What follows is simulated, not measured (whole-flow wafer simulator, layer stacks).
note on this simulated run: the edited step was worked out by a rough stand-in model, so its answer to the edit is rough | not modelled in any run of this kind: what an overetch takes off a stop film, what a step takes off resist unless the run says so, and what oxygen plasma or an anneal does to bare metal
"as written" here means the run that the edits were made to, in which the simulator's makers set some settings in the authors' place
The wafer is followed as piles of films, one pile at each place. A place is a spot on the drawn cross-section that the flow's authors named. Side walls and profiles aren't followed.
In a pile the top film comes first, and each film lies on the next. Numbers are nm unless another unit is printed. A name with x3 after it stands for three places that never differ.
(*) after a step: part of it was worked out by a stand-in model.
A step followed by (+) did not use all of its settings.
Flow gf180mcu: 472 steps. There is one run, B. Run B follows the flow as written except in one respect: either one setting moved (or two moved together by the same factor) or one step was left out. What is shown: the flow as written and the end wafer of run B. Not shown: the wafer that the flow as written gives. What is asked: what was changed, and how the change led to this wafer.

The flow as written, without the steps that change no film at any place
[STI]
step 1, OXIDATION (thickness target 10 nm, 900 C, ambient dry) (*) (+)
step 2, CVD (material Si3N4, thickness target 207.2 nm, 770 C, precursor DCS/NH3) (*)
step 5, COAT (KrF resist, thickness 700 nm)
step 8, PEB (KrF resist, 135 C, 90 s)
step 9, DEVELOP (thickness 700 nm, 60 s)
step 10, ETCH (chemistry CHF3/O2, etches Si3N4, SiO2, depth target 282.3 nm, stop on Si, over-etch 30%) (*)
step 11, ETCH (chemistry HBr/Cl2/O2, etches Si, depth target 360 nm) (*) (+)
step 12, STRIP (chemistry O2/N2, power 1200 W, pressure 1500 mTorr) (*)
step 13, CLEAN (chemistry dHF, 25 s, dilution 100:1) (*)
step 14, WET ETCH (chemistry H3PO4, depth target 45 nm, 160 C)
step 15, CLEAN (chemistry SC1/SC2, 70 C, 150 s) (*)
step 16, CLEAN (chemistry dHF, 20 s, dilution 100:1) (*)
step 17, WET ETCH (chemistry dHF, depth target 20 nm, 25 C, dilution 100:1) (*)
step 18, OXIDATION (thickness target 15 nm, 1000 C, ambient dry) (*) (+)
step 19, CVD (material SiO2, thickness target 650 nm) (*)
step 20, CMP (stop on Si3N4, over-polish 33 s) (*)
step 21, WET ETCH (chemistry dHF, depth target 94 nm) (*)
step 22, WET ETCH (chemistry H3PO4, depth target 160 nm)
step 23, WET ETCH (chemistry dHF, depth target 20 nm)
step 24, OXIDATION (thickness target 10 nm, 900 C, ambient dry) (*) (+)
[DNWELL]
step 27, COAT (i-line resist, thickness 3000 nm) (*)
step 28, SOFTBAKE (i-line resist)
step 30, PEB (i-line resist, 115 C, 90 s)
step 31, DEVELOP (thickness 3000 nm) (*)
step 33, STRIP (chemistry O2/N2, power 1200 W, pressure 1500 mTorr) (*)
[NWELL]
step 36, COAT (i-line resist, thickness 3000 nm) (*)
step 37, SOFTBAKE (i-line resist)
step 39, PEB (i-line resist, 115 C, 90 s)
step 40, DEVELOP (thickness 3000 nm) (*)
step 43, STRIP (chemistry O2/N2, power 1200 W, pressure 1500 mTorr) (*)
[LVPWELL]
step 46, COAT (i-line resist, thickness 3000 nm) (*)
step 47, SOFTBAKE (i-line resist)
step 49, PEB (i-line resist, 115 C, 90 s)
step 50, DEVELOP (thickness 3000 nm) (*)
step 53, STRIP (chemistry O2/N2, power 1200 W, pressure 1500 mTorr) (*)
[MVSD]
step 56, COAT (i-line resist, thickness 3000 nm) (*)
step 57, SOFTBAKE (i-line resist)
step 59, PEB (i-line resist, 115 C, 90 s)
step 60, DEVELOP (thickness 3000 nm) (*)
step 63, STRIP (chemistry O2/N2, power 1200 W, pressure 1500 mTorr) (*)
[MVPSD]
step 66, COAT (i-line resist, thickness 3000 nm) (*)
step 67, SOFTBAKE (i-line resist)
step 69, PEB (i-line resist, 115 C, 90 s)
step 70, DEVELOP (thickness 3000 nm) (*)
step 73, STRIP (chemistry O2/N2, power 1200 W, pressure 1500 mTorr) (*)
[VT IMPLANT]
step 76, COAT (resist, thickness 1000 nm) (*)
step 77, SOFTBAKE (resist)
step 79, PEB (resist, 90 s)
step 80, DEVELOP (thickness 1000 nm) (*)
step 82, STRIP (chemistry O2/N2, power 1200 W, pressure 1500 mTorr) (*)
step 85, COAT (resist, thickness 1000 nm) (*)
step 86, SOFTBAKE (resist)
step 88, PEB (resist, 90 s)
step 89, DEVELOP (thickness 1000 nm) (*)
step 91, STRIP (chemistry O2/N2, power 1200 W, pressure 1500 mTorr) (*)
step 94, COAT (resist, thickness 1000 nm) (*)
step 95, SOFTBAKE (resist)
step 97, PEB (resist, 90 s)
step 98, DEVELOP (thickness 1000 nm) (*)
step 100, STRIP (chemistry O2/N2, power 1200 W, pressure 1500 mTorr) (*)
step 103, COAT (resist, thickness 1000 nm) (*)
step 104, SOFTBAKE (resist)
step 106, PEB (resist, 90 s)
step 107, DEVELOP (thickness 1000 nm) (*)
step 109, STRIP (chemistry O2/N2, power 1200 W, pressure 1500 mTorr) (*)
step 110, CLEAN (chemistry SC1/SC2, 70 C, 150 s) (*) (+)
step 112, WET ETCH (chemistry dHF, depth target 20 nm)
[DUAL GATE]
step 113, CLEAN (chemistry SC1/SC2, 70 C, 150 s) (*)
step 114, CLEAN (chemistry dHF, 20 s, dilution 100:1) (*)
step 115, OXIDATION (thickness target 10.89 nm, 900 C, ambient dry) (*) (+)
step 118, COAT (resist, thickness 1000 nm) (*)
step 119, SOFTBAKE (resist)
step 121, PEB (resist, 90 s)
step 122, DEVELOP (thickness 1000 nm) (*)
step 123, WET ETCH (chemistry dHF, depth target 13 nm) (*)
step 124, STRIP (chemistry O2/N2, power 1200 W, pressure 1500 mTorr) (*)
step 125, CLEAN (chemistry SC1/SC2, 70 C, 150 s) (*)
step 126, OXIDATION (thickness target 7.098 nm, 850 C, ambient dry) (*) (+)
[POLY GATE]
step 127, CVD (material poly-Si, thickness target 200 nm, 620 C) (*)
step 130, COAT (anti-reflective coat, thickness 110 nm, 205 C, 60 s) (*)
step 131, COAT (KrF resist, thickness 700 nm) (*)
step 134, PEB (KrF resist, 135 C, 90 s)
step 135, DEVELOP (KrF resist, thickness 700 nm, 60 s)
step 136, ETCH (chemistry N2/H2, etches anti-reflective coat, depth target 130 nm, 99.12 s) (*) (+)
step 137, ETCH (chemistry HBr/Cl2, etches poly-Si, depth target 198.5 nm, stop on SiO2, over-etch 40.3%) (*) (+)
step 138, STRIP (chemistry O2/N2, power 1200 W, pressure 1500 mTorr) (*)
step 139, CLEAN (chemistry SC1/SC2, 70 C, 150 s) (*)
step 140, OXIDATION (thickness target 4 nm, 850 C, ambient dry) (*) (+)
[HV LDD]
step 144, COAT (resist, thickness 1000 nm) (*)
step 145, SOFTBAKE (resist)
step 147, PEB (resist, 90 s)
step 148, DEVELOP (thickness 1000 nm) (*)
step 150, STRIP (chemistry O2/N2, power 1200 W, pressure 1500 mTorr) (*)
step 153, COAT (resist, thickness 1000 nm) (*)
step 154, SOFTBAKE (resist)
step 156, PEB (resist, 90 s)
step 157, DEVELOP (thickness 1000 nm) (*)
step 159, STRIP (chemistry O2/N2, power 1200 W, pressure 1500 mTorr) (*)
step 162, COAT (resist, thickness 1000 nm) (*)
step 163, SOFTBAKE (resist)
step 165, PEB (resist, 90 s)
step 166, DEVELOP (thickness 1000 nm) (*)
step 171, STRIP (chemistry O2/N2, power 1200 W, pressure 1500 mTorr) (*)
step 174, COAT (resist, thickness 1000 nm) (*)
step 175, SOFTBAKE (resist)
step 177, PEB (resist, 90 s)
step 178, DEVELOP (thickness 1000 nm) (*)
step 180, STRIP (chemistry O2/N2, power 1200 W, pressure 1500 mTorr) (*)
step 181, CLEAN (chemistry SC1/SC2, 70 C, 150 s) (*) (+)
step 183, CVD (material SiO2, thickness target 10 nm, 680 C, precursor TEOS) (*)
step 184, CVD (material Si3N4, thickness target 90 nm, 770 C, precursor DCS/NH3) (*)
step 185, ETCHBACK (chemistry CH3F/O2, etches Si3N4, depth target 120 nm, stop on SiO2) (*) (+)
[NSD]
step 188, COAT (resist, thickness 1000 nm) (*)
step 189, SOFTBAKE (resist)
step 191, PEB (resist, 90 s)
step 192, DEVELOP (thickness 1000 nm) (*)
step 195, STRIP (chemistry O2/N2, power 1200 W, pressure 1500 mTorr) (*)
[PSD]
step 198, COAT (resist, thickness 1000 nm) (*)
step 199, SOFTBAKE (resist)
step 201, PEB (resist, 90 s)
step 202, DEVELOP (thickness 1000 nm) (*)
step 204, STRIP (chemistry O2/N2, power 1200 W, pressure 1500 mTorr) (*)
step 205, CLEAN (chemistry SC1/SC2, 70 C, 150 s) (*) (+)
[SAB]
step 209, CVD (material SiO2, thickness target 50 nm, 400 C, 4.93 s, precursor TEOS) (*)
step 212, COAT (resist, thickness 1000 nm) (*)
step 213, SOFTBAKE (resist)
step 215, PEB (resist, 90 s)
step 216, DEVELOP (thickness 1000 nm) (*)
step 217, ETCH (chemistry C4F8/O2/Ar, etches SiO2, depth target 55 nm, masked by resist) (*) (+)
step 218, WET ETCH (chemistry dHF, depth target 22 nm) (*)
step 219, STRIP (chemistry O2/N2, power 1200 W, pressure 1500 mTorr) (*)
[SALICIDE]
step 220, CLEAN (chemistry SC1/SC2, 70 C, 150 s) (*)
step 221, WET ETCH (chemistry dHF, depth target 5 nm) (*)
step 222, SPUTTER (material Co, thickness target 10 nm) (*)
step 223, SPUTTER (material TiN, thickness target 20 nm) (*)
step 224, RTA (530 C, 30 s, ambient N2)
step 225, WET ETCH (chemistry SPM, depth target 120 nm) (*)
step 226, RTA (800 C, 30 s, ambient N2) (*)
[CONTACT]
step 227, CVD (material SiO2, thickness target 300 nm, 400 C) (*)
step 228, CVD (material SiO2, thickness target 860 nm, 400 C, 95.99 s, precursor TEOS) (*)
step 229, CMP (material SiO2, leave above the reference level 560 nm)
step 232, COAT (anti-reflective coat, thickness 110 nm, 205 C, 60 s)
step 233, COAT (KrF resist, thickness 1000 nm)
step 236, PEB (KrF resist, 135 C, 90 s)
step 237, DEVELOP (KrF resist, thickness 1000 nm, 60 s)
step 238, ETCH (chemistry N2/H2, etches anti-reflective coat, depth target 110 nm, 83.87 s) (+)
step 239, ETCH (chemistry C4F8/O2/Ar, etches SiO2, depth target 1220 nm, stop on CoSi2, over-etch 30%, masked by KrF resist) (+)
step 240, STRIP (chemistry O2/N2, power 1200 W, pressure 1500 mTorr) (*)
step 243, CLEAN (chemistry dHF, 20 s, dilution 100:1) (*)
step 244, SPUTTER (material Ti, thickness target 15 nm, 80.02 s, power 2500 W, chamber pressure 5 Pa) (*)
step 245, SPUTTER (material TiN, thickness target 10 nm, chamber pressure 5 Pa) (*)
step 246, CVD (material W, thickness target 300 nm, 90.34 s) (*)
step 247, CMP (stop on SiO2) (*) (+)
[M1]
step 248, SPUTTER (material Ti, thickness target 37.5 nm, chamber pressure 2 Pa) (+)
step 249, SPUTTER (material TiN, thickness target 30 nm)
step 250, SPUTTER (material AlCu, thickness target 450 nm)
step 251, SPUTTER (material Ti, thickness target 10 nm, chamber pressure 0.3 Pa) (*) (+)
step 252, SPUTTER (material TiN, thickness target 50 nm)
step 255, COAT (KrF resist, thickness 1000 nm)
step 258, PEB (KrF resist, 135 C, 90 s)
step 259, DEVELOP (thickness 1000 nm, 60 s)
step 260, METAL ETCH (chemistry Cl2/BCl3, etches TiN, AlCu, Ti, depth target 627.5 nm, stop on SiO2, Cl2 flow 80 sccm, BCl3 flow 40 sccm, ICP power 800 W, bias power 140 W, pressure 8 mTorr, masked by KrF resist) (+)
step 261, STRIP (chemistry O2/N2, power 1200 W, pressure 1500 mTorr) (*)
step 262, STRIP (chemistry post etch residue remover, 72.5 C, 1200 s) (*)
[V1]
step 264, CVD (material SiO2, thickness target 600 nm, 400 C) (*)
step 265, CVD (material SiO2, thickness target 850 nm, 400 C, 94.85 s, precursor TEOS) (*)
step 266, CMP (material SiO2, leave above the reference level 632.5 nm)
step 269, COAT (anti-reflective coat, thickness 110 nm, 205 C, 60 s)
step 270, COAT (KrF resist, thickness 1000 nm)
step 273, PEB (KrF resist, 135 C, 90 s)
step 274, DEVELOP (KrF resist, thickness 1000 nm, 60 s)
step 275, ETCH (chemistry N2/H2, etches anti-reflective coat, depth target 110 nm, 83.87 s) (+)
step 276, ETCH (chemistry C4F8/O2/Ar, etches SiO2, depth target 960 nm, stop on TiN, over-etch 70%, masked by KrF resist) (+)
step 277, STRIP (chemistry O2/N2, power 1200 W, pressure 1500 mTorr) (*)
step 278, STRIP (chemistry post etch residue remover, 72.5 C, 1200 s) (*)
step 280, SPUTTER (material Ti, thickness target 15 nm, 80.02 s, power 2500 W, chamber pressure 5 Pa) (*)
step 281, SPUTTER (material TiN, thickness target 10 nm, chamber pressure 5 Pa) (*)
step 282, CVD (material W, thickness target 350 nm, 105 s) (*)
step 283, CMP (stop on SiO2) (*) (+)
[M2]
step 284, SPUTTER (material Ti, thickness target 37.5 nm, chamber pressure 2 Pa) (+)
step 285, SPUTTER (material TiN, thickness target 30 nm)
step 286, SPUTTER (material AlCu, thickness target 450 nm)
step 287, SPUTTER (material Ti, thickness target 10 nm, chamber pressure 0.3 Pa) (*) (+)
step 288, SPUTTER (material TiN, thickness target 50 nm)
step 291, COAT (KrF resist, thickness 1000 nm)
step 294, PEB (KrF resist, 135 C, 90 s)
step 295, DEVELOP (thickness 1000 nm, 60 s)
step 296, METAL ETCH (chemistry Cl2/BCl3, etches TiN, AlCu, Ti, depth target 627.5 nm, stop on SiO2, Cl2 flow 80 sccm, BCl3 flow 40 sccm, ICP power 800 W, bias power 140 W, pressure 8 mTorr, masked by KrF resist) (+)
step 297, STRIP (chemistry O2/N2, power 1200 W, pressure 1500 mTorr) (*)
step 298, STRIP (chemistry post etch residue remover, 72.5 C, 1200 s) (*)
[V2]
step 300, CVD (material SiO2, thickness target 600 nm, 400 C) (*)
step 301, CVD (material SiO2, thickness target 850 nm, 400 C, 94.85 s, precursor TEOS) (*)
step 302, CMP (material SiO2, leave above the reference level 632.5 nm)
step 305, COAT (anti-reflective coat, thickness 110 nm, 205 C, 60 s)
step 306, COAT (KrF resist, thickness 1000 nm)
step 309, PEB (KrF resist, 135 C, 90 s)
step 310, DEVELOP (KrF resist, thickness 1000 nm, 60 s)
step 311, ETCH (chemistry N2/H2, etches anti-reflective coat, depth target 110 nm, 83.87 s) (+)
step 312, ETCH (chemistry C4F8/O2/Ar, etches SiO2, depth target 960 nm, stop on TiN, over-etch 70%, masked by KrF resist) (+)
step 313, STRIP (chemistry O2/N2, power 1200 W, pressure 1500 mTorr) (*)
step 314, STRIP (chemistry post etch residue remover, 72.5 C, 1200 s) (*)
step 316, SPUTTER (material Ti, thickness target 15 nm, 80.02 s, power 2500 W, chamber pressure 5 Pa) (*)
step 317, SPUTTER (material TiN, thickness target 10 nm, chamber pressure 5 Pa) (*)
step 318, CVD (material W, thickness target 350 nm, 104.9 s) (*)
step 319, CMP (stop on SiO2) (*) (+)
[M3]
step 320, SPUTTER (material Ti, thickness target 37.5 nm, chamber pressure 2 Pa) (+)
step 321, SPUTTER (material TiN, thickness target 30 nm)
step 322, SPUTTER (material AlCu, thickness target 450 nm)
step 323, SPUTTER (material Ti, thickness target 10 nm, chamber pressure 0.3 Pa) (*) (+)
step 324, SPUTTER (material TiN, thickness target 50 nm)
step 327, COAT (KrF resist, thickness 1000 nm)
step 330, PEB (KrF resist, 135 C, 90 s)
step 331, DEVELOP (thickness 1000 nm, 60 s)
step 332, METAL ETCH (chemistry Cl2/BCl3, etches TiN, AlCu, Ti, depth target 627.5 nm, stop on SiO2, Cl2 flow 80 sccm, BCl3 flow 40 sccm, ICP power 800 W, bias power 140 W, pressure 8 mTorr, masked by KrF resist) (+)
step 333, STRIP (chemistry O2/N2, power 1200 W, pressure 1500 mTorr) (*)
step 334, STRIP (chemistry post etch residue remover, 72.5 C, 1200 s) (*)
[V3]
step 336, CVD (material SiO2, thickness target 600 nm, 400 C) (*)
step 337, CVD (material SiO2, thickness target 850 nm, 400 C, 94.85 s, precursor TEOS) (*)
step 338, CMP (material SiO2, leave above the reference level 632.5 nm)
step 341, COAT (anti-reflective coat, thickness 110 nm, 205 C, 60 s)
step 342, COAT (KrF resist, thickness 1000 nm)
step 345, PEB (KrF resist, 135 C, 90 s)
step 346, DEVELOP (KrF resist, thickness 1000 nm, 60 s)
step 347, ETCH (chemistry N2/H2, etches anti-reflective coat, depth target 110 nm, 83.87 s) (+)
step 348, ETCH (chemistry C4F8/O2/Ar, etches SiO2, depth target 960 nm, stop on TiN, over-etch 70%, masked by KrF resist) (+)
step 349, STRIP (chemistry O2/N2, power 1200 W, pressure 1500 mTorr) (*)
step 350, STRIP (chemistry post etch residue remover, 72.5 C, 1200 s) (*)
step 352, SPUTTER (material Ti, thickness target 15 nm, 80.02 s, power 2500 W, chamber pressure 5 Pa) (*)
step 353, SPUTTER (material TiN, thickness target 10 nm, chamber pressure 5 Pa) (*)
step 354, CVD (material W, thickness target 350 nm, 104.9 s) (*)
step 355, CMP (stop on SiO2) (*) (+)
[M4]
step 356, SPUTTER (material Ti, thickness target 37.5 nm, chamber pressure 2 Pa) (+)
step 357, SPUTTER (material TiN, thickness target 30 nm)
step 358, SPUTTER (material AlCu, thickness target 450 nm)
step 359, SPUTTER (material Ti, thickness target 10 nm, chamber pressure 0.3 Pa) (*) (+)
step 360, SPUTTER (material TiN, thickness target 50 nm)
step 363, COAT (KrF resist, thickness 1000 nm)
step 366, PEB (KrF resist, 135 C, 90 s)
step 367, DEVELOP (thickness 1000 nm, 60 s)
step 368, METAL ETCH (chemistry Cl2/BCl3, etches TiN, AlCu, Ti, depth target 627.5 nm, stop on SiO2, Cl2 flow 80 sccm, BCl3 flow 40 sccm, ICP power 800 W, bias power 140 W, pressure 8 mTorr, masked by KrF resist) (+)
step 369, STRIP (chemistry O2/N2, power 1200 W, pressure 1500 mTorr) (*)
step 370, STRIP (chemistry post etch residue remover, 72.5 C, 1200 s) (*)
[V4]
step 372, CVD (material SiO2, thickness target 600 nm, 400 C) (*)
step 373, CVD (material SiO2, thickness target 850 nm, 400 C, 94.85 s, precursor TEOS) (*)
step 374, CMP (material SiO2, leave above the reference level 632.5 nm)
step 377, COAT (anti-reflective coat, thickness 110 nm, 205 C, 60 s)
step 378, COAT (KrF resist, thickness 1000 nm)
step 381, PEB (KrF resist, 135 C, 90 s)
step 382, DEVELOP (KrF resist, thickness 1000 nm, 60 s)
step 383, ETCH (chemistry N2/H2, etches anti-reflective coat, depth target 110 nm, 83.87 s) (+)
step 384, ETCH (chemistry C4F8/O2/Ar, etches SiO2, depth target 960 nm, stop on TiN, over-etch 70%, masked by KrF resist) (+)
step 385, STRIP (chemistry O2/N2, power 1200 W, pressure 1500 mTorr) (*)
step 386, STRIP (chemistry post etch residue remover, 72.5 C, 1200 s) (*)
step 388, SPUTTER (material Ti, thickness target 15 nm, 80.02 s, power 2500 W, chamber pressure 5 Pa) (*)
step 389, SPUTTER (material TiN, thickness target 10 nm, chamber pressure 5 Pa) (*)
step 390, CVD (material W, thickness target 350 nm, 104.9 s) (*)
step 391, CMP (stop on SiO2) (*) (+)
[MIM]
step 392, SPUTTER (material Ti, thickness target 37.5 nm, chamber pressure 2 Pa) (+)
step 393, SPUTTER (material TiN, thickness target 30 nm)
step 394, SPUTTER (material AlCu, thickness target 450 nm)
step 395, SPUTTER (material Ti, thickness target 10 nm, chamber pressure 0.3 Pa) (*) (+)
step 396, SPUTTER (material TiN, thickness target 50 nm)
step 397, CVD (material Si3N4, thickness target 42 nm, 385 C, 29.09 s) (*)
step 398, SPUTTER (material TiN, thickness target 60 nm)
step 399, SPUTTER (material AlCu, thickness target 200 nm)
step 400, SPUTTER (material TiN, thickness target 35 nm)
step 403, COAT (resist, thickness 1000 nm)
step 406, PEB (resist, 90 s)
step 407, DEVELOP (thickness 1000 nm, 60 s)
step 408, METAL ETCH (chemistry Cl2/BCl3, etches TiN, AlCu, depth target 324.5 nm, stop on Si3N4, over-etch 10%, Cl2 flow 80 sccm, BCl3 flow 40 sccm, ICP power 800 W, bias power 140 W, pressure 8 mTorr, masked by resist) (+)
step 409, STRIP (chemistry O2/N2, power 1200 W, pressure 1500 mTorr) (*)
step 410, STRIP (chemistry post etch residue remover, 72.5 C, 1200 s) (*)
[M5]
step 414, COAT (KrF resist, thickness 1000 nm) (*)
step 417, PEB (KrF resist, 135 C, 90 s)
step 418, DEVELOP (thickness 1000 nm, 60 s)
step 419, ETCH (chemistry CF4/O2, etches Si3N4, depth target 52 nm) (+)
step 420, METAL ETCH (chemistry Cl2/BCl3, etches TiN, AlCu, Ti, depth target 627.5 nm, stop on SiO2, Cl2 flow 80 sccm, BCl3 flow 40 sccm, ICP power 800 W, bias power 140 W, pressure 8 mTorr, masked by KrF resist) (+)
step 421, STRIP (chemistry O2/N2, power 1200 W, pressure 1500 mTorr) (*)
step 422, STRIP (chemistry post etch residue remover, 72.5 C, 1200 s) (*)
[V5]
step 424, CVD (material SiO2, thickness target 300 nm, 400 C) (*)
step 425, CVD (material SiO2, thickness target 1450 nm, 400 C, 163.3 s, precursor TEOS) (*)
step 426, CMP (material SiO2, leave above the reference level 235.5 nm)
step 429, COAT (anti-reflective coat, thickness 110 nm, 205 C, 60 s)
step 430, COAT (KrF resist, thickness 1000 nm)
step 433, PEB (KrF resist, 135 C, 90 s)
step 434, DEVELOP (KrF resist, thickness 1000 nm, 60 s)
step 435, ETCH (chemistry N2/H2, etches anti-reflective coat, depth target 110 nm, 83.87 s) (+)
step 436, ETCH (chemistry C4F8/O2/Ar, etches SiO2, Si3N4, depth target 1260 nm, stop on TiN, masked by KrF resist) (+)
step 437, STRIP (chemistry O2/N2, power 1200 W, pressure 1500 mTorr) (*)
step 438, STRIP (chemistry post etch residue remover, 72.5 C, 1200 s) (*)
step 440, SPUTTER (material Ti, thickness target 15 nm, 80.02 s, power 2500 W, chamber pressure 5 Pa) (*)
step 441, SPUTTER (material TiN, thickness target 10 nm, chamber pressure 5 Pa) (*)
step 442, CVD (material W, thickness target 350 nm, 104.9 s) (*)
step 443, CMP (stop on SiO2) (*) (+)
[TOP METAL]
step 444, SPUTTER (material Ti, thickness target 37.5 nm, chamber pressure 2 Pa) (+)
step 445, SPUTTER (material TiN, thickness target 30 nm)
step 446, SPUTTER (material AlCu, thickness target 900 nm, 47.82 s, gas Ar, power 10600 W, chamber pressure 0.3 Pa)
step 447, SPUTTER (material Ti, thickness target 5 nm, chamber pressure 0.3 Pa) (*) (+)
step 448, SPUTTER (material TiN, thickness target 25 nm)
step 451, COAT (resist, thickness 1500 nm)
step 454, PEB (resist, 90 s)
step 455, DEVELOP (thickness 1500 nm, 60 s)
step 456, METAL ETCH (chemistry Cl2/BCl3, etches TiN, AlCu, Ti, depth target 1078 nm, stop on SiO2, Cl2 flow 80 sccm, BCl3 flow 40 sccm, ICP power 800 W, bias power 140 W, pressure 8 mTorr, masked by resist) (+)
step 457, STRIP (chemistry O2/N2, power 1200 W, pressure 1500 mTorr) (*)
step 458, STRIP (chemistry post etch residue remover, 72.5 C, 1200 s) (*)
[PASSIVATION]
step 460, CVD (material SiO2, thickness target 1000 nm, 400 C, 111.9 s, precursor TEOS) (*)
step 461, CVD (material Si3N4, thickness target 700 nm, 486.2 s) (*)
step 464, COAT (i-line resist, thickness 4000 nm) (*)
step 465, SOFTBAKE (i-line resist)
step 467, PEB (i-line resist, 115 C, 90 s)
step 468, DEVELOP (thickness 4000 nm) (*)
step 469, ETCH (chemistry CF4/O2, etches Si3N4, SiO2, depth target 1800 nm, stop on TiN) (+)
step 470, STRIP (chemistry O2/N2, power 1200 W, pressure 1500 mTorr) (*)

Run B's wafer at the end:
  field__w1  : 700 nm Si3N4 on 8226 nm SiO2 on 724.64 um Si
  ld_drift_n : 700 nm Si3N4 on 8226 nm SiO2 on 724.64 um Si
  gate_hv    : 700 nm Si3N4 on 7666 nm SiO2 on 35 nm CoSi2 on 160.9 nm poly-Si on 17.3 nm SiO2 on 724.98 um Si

What caused this: step 126, OXIDATION: thickness target 10.6 nm was run, though the flow has thickness target 7.098 nm.

How this came from the change, step by step:
  step 126, OXIDATION (thickness target 7.098 nm, 850 C, ambient dry) (*) (+)
      gate_hv, active_hv, active_nat and 25 more: +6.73 SiO2, -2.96 Si (as written it would have been: +3.72 SiO2, -1.64 Si)
      active, n_well, p_well and 12 more: +10.6 SiO2 (new film), -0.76 chemical SiO2 (all of it), -4.33 Si (as written it would have been: +7.1 SiO2 (new film), -0.76 chemical SiO2 (all of it), -2.79 Si)
      (and at 37 other places as well)
  step 189, SOFTBAKE (resist)
      nw_enc_fld_lv__w3: -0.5 resist (as written it would have been: +0.35 resist)
      active_nat: +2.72 resist (as written it would have been: +1.71 resist)
  step 199, SOFTBAKE (resist)
      nw_enc_fld_lv__w3: -0.5 resist (as written it would have been: +0.35 resist)
      active_nat: +2.72 resist (as written it would have been: +1.71 resist)
  step 218, WET ETCH (chemistry dHF, depth target 22 nm) (*)
      active, p_well, sd_n, iso_ptap_pw, iso_ntap_nw, iso_ptap_sub, vpnp_e: -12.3 SiO2 (all of it) (as written it would have been: -9.01 SiO2 (all of it))
      ldn_tap, ldn_src, ldn_drn, ldp_tap, ldp_src, ldp_drn, ldp_gr: -18.8 SiO2 (all of it) (as written it would have been: -16 SiO2 (all of it))
      (and at 9 other places as well)
